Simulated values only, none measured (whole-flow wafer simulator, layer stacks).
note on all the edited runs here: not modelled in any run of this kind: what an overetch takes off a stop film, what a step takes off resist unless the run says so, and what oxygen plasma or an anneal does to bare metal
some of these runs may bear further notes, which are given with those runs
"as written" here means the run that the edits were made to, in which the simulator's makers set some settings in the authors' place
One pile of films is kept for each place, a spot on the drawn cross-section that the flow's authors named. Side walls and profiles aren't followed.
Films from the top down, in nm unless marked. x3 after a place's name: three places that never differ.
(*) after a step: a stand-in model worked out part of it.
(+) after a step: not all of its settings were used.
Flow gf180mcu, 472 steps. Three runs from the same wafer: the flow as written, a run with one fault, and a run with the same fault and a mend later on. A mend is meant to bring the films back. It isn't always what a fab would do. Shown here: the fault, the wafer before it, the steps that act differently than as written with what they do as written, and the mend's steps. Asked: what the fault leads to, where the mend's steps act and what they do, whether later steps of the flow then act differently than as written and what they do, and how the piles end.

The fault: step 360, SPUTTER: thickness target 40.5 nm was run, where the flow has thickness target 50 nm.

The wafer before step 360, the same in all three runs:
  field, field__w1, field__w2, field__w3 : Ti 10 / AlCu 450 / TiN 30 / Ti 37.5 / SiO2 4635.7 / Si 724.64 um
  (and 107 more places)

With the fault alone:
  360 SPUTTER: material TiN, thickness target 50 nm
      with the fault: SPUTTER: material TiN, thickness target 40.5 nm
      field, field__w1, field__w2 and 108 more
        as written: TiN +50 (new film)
        with the fault: TiN +40.5 (new film)
  Later steps of the flow that act differently than as written (5 more steps differ only slightly, by at most 2% or 0.5 nm, whichever is larger, and aren't shown):
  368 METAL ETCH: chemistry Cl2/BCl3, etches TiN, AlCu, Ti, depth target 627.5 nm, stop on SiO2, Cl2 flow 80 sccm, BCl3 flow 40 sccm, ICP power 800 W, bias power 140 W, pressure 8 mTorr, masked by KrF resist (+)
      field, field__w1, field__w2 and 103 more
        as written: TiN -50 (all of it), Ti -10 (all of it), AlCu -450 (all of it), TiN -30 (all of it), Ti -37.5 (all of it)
        with the fault: TiN -40.5 (all of it), Ti -10 (all of it), AlCu -450 (all of it), TiN -30 (all of it), Ti -37.5 (all of it)
  At the end the piles differ from the flow's by more than 2% or 0.5 nm, whichever is larger, at field__w8, contact, m1, m1__w1, m1_nw.
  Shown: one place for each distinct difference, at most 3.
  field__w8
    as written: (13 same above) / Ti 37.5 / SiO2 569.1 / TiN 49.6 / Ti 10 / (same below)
    with the fault: (13 same above) / Ti 37.5 / SiO2 578.6 / TiN 40.1 / Ti 10 / (same below)
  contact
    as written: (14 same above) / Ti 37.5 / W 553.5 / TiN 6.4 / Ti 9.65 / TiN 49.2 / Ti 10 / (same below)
    with the fault: (14 same above) / Ti 37.5 / W 563.1 / TiN 6.37 / Ti 9.6 / TiN 39.7 / Ti 10 / (same below)

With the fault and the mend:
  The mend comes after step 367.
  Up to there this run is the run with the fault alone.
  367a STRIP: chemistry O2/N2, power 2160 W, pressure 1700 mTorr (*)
      field__w8, contact, m1, m1__w1, m1_nw
        KrF resist -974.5 (all of it)
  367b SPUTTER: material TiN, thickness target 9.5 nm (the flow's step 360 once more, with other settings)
      field, field__w1, field__w2 and 108 more
        TiN +9.5
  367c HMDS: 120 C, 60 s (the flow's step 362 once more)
      changes no film at any place that is followed
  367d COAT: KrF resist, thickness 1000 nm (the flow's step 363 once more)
      field, field__w1, field__w2 and 108 more
        KrF resist +1000 (new film)
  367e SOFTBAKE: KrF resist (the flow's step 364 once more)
      changes no film at any place that is followed
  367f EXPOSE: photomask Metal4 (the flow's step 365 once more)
      changes no film at any place that is followed
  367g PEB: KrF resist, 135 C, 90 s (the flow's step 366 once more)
      field, field__w1, field__w2 and 108 more
        KrF resist -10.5
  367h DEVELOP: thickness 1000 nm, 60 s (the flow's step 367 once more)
      field, field__w1, field__w2 and 103 more
        KrF resist -989.5 (all of it)
      field__w8, contact, m1, m1__w1, m1_nw
        KrF resist -14.9
  No later step of the flow acts differently than as written at any place that is followed.
  At the end the piles are the same as the flow's at every place that both follow.
